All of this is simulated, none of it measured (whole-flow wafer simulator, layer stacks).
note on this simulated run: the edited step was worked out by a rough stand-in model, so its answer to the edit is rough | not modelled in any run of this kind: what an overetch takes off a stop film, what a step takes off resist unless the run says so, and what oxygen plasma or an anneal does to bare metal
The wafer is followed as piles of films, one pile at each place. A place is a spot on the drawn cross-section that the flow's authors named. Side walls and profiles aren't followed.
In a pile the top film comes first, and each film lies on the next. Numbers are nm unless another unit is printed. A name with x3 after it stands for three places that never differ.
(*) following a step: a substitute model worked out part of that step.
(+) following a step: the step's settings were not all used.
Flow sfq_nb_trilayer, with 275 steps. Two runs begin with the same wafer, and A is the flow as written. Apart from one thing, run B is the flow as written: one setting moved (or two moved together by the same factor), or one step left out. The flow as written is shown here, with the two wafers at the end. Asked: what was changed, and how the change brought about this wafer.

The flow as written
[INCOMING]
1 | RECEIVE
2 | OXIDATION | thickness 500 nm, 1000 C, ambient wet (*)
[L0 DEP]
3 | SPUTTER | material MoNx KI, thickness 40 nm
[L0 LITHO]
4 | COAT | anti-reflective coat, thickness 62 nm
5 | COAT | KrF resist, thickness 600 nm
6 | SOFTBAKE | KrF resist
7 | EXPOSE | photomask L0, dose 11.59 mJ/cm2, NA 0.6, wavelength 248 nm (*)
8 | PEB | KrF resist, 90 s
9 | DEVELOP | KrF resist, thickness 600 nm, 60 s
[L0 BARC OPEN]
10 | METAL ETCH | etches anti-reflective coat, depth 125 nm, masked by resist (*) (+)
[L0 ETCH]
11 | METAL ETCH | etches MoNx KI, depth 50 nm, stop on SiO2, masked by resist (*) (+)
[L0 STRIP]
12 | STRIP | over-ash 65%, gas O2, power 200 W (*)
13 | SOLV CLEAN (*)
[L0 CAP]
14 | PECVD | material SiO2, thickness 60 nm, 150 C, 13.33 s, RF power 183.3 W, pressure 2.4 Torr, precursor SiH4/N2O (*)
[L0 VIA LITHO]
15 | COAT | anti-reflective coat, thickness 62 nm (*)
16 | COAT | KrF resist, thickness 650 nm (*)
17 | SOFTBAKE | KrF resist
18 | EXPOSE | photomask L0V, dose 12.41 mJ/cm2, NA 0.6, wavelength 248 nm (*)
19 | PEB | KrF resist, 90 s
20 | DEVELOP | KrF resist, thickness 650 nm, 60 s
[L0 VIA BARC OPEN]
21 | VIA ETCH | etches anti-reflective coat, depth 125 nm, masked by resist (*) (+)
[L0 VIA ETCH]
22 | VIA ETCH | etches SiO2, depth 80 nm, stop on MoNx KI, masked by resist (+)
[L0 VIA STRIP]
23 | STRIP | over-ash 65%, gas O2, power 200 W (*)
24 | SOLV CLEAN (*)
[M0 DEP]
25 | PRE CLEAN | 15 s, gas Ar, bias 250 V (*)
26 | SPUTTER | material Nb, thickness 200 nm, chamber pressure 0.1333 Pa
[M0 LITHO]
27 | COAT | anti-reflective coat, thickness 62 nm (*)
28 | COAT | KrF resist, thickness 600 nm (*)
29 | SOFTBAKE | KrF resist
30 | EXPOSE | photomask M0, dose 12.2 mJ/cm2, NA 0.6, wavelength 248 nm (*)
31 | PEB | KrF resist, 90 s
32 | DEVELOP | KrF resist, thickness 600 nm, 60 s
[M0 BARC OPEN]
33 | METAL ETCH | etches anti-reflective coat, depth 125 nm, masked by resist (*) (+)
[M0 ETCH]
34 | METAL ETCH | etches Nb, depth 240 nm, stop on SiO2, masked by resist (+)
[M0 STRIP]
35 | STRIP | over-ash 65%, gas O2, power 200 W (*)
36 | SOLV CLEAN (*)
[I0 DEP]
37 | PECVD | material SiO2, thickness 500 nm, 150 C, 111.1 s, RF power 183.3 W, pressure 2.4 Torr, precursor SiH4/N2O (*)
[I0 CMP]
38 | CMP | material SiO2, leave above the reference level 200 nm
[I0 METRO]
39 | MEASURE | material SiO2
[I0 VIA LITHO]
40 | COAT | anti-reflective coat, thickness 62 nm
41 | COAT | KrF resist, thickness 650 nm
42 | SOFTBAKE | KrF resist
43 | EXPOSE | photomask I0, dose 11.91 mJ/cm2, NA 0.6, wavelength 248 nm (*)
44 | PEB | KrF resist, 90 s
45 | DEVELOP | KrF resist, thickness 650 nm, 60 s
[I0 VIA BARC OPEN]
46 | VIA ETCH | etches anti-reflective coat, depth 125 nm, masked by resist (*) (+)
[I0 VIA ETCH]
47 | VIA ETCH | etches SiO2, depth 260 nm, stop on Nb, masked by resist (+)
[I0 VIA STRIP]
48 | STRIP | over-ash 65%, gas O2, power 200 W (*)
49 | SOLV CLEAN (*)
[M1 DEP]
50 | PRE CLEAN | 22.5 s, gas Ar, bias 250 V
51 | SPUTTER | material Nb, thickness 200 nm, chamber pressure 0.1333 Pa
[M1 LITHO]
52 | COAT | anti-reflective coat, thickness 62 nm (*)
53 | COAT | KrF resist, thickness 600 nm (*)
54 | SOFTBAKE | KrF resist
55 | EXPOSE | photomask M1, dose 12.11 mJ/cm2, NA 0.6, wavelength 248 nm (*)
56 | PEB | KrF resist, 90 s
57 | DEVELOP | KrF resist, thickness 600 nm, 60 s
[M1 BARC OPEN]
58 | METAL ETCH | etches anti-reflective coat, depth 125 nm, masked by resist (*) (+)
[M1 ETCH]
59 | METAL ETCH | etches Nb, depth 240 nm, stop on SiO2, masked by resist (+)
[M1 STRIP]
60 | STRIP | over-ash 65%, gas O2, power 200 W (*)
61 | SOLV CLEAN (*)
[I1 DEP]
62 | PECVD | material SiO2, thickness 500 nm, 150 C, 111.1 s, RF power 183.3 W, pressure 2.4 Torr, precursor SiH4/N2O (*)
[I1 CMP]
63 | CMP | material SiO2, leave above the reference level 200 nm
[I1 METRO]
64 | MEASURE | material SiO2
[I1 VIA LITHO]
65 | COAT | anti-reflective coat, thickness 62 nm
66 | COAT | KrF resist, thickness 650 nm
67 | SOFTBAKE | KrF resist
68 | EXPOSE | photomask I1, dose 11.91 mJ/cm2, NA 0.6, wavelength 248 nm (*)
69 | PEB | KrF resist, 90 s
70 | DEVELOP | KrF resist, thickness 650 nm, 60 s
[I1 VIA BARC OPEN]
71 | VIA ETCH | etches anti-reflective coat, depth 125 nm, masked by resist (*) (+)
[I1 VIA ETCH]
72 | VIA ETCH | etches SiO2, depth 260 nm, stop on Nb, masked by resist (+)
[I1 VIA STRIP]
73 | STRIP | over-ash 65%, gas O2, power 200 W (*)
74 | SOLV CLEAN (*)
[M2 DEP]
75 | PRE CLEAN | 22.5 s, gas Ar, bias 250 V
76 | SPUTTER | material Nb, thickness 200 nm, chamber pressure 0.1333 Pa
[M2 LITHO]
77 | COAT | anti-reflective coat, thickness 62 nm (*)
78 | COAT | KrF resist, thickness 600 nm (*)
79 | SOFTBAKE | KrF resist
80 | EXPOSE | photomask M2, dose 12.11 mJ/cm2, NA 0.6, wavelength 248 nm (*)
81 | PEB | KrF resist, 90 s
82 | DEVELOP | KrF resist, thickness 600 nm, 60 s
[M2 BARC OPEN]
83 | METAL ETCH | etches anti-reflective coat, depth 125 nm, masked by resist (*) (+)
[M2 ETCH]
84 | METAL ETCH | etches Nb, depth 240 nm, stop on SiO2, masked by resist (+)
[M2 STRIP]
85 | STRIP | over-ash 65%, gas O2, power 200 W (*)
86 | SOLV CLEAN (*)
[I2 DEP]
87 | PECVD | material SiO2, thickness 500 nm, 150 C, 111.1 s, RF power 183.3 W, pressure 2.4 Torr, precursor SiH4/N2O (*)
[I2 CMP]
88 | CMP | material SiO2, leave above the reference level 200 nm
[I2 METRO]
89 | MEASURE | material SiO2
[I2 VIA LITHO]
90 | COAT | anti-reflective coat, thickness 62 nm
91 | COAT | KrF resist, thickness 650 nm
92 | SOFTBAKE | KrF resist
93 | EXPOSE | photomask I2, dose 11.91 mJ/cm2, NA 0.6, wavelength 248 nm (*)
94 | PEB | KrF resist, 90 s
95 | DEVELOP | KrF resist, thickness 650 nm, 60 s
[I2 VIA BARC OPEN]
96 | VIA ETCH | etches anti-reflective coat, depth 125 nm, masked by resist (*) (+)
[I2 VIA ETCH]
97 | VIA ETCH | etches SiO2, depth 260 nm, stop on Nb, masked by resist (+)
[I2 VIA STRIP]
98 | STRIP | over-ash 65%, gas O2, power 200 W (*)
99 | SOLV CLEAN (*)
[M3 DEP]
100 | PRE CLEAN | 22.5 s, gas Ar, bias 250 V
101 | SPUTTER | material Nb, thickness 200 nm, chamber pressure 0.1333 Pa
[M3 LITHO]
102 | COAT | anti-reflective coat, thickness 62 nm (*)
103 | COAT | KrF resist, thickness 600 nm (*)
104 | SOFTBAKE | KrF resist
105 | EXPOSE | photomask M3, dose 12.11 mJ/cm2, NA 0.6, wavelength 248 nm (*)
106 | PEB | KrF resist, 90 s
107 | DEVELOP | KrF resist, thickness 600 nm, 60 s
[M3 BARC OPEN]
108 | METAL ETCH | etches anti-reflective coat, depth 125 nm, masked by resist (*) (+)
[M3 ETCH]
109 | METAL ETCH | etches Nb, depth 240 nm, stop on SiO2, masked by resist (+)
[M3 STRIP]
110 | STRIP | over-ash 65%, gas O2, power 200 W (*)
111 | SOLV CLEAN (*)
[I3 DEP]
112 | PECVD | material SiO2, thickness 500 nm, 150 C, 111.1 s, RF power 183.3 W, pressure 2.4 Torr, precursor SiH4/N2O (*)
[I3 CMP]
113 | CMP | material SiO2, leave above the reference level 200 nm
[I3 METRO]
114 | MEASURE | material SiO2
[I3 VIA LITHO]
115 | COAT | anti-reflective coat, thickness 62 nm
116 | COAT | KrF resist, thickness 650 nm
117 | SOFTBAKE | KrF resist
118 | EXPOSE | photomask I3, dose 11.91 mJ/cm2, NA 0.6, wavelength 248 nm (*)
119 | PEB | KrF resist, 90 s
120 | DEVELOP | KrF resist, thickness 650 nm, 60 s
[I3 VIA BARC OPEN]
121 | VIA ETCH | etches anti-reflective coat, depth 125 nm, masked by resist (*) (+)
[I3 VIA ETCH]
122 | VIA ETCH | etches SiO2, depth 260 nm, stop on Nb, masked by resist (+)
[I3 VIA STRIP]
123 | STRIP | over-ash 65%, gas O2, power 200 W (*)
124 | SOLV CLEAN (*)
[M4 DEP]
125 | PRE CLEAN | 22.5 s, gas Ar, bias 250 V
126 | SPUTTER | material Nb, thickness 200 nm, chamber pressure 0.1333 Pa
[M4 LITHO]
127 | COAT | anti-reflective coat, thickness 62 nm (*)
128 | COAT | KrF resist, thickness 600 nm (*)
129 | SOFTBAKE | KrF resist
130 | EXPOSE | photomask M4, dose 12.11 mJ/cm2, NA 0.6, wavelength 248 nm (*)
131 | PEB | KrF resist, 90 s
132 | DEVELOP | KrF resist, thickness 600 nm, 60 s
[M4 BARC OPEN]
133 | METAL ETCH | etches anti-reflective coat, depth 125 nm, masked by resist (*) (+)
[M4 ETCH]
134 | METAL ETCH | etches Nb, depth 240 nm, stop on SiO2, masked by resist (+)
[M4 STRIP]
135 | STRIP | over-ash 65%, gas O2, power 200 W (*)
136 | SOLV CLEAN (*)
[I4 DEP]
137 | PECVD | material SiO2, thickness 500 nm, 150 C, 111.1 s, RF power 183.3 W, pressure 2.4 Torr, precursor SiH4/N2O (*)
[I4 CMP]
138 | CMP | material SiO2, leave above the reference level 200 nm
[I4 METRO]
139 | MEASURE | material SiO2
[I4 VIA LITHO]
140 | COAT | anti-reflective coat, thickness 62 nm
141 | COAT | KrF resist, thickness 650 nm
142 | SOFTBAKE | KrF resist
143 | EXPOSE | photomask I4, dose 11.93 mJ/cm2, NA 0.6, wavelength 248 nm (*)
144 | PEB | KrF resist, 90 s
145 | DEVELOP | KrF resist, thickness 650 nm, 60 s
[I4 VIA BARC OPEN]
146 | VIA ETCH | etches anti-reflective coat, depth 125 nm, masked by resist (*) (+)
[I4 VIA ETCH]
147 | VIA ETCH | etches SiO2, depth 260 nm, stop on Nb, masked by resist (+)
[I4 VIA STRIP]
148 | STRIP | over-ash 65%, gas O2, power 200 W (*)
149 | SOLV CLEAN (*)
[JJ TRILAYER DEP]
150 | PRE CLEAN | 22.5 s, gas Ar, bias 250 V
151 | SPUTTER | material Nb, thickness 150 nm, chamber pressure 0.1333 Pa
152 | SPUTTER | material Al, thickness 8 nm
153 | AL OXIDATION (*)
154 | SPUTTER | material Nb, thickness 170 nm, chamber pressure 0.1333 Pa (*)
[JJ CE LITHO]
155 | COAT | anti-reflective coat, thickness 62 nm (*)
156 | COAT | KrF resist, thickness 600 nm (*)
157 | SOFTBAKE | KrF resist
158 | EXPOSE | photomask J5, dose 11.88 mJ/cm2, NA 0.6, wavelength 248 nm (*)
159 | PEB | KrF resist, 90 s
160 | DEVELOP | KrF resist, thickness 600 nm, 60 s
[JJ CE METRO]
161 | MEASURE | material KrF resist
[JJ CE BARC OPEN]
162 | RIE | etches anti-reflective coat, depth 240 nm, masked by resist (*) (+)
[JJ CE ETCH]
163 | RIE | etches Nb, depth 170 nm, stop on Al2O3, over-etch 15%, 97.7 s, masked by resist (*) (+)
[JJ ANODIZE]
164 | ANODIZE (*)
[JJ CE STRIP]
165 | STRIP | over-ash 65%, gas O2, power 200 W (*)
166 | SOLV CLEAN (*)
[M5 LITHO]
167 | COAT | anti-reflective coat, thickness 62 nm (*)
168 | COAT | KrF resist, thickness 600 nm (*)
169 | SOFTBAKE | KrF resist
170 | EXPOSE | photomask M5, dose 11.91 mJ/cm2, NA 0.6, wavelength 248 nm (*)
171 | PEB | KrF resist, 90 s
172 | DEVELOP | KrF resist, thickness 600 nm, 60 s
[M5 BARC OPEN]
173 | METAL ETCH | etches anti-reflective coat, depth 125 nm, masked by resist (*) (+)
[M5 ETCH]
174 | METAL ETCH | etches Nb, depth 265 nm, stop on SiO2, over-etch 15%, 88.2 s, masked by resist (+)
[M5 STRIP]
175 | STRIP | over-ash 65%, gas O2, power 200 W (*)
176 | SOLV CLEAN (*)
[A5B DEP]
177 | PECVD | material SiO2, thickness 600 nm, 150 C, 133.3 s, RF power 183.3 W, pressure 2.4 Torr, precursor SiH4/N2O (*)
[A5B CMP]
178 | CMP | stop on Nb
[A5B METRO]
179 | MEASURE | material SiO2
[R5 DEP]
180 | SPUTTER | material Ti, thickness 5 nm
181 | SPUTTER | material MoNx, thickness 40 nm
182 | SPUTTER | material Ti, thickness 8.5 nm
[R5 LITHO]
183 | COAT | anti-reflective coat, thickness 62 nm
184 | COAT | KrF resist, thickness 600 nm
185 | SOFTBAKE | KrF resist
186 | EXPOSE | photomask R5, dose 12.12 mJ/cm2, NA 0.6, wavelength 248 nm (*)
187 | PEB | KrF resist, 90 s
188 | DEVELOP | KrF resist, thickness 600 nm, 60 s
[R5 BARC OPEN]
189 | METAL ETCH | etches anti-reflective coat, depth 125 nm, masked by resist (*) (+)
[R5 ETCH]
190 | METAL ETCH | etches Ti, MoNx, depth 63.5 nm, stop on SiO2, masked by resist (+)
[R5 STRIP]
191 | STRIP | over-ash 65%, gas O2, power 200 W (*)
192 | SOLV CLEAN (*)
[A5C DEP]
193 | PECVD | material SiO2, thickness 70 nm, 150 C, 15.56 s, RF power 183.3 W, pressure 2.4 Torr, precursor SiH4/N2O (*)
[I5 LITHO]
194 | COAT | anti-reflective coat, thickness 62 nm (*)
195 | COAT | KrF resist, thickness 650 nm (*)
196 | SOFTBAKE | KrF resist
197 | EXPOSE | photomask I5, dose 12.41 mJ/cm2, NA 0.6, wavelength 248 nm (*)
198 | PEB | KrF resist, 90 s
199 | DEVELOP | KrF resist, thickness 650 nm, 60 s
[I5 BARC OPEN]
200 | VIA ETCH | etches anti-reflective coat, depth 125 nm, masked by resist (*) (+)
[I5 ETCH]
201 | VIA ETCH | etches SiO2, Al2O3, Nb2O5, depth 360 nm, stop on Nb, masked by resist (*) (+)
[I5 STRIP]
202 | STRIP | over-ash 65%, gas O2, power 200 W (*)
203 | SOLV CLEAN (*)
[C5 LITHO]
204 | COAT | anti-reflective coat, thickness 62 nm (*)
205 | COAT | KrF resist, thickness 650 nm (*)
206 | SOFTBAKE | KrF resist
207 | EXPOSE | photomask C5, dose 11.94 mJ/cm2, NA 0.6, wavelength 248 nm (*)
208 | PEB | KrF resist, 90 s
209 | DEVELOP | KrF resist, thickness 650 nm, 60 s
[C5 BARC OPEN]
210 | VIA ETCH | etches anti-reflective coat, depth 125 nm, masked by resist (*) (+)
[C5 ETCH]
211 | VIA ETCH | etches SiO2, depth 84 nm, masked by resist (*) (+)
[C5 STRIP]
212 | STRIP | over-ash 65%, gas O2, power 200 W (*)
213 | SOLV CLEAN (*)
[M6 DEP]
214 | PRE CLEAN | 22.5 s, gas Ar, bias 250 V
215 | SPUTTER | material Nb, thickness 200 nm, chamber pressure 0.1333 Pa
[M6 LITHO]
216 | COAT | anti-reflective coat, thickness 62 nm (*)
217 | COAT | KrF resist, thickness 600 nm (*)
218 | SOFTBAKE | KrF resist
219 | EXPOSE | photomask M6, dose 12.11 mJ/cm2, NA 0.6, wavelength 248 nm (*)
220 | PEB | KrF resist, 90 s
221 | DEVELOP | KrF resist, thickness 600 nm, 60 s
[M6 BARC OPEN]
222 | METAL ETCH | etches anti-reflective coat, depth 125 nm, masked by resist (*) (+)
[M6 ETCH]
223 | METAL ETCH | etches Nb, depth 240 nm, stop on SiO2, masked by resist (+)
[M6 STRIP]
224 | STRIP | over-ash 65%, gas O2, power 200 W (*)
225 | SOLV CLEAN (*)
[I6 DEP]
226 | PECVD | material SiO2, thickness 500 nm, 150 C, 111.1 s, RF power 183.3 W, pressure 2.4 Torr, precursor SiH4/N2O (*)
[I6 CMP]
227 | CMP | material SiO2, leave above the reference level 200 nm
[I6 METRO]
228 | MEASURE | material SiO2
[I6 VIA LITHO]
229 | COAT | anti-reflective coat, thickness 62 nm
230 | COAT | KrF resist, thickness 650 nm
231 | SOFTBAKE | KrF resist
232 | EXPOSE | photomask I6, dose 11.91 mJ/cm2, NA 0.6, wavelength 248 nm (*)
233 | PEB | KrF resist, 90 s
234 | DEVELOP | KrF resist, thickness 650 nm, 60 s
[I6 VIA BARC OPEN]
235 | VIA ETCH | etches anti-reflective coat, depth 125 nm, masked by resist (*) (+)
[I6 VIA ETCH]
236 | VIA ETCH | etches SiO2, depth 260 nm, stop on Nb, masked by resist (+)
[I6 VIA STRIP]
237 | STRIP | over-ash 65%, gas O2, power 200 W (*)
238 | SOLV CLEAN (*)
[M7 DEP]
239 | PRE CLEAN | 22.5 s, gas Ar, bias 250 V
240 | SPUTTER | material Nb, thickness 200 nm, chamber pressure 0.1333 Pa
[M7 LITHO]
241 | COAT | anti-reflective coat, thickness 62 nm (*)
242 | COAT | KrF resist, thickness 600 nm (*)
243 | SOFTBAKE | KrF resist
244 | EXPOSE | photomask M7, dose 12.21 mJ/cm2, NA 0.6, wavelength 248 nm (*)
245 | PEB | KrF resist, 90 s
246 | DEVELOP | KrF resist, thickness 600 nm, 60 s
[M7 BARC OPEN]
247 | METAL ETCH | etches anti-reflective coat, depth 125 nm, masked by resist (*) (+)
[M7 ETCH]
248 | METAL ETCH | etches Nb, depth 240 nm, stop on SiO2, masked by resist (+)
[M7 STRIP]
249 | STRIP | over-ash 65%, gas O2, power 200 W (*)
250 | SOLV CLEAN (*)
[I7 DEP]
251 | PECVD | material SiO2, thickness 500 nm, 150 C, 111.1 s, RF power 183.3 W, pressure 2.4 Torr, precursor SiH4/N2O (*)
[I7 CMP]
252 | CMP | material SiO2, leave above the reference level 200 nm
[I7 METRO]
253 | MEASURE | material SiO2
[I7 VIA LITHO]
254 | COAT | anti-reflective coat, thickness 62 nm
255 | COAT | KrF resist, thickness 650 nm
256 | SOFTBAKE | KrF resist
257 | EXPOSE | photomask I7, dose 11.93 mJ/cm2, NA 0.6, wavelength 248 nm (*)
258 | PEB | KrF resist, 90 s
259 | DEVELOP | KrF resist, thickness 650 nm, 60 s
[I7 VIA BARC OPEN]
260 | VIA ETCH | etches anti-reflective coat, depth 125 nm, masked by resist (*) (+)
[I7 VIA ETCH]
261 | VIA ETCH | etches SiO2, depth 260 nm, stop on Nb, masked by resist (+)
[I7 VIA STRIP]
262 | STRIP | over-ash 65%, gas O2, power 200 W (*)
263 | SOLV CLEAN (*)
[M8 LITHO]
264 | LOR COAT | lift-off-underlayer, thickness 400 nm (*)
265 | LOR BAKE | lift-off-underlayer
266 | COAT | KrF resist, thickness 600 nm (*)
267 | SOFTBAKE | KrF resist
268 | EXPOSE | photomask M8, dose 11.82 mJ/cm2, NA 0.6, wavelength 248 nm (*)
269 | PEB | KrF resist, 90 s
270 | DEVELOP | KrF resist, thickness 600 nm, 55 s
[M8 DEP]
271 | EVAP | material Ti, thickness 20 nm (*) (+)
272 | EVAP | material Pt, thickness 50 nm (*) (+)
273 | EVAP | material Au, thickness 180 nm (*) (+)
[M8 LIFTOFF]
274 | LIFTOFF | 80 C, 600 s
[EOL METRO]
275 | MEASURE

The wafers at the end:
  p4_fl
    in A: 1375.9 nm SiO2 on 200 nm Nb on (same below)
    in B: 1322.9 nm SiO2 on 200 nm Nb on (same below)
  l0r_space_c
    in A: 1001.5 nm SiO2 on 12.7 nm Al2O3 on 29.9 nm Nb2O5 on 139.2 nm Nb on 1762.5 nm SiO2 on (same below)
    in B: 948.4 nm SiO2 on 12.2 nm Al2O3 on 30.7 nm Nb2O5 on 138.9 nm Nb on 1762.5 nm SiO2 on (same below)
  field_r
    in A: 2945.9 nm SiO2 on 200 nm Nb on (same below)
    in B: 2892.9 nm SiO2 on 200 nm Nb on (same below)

The reason: step 154, SPUTTER: thickness 117 nm was run, while the flow as written has thickness 170 nm.

Step by step, how the change led to this:
  154 | SPUTTER | material Nb, thickness 170 nm, chamber pressure 0.1333 Pa (*)
      field_l, v_sur, via_sp and 100 more: A Nb gains 170 (new film) | B Nb gains 117 (new film)
      via_wl, via_wr: A Nb gains 140.7 (new film) | B Nb gains 96.7 (new film)
      (and at 1 other place as well)
  155 | COAT | anti-reflective coat, thickness 62 nm (*)
      via_wl, via_wr: A anti-reflective coat gains 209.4 (new film) | B anti-reflective coat gains 196.1 (new film)
      via_w: A anti-reflective coat gains 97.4 (new film) | B anti-reflective coat gains 93.3 (new film)
  162 | RIE | etches anti-reflective coat, depth 240 nm, masked by resist (*) (+)
      ce_l, c5j, ce_r, wl_jj: A KrF resist loses 209.4 | B KrF resist loses 196.1
      via_wl, via_wr: A anti-reflective coat loses 209.4 (all of it) | B anti-reflective coat loses 196.1 (all of it)
      (and at 1 other place as well)
  163 | RIE | etches Nb, depth 170 nm, stop on Al2O3, over-etch 15%, 97.7 s, masked by resist (*) (+)
      field_l, v_sur, via_sp and 96 more: A Nb loses 170 (all of it), Al2O3 loses 0.51 | B Nb loses 117 (all of it), Al2O3 loses 0.96 (all of it)
      via_wl, via_wr: A Nb loses 140.7 (all of it), Al2O3 loses 0.96 (all of it) | B Nb loses 96.7 (all of it), Al2O3 loses 0.96 (all of it)
      (and at 1 other place as well)
  164 | ANODIZE (*)
      field_l, v_sur, via_sp and 96 more: A Al2O3 gains 12.2, Nb2O5 gains 29.9 (new film), Al loses 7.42 (all of it), Nb loses 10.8 | B Al2O3 gains 12.2 (new film), Nb2O5 gains 30.7 (new film), Al loses 7.42 (all of it), Nb loses 11.1
  165 | STRIP | over-ash 65%, gas O2, power 200 W (*)
      ce_l: A KrF resist loses 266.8 (all of it), anti-reflective coat loses 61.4 (all of it) | B KrF resist loses 280 (all of it), anti-reflective coat loses 61.4 (all of it)
      c5j: A KrF resist loses 266.9 (all of it), anti-reflective coat loses 61.5 (all of it) | B KrF resist loses 280.1 (all of it), anti-reflective coat loses 61.5 (all of it)
      (and at 2 other places as well)
  167 | COAT | anti-reflective coat, thickness 62 nm (*)
      wl_j_sl, wl_j_sr: A anti-reflective coat gains 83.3 (new film) | B anti-reflective coat gains 76.5 (new film)
      gap: A anti-reflective coat gains 58.9 (new film) | B anti-reflective coat gains 60.5 (new film)
      (and at 8 other places as well)
  168 | COAT | KrF resist, thickness 600 nm (*)
      ce_l: A KrF resist gains 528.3 (new film) | B KrF resist gains 559.7 (new film)
      c5j: A KrF resist gains 507.6 (new film) | B KrF resist gains 541.5 (new film)
      (and at 2 other places as well)
  173 | METAL ETCH | etches anti-reflective coat, depth 125 nm, masked by resist (*) (+)
      wl_a_sl: A anti-reflective coat loses 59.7 (all of it), Al2O3 loses 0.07 | B anti-reflective coat loses 61.3 (all of it)
  174 | METAL ETCH | etches Nb, depth 265 nm, stop on SiO2, over-etch 15%, 88.2 s, masked by resist (+)
      field_l, r_sur, res and 50 more: A Al2O3 loses 12.6 (all of it), Nb2O5 loses 29.9 (all of it), Nb loses 139.2 (all of it), SiO2 loses 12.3 | B Al2O3 loses 12.2 (all of it), Nb2O5 loses 30.7 (all of it), Nb loses 138.9 (all of it), SiO2 loses 12.3
  175 | STRIP | over-ash 65%, gas O2, power 200 W (*)
      wl_j_sl, wl_j_sr: A KrF resist loses 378 (all of it), anti-reflective coat loses 83.3 (all of it) | B KrF resist loses 373.4 (all of it), anti-reflective coat loses 76.5 (all of it)
      gap: A KrF resist loses 383.4 (all of it), anti-reflective coat loses 58.9 (all of it) | B KrF resist loses 377.2 (all of it), anti-reflective coat loses 60.5 (all of it)
      (and at 7 other places as well)
  178 | CMP | stop on Nb
      v_sur, via_sp, via_v and 43 more: A SiO2 loses 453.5 | B SiO2 loses 506.6
      field_l, p4_fl, p4_fm and 39 more: A SiO2 loses 259.3 | B SiO2 loses 312.3
      (and at 14 other places as well)
  201 | VIA ETCH | etches SiO2, Al2O3, Nb2O5, depth 360 nm, stop on Nb, masked by resist (*) (+)
      be: A SiO2 loses 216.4 (all of it), Al2O3 loses 12.7 (all of it), Nb2O5 loses 29.9 (all of it) | B SiO2 loses 163.3 (all of it), Al2O3 loses 12.2 (all of it), Nb2O5 loses 30.7 (all of it)
  204 | COAT | anti-reflective coat, thickness 62 nm (*)
      wire: A anti-reflective coat gains 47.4 (new film) | B anti-reflective coat gains 49 (new film)
      be: A anti-reflective coat gains 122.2 (new film) | B anti-reflective coat gains 114.3 (new film)
      (and at 1 other place as well)
  205 | COAT | KrF resist, thickness 650 nm (*)
      be: A KrF resist gains 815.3 (new film) | B KrF resist gains 777.7 (new film)
  212 | STRIP | over-ash 65%, gas O2, power 200 W (*)
      wire: A KrF resist loses 555.8 (all of it), anti-reflective coat loses 47.4 (all of it) | B KrF resist loses 558.7 (all of it), anti-reflective coat loses 49 (all of it)
      be: A KrF resist loses 728.2 (all of it), anti-reflective coat loses 122.2 (all of it) | B KrF resist loses 690.5 (all of it), anti-reflective coat loses 114.3 (all of it)
      (and at 1 other place as well)
  ... 4 other steps ...
  226 | PECVD | material SiO2, thickness 500 nm, 150 C, 111.1 s, RF power 183.3 W, pressure 2.4 Torr, precursor SiH4/N2O (*)
      be: A SiO2 gains 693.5 (new film) | B SiO2 gains 628.6 (new film)
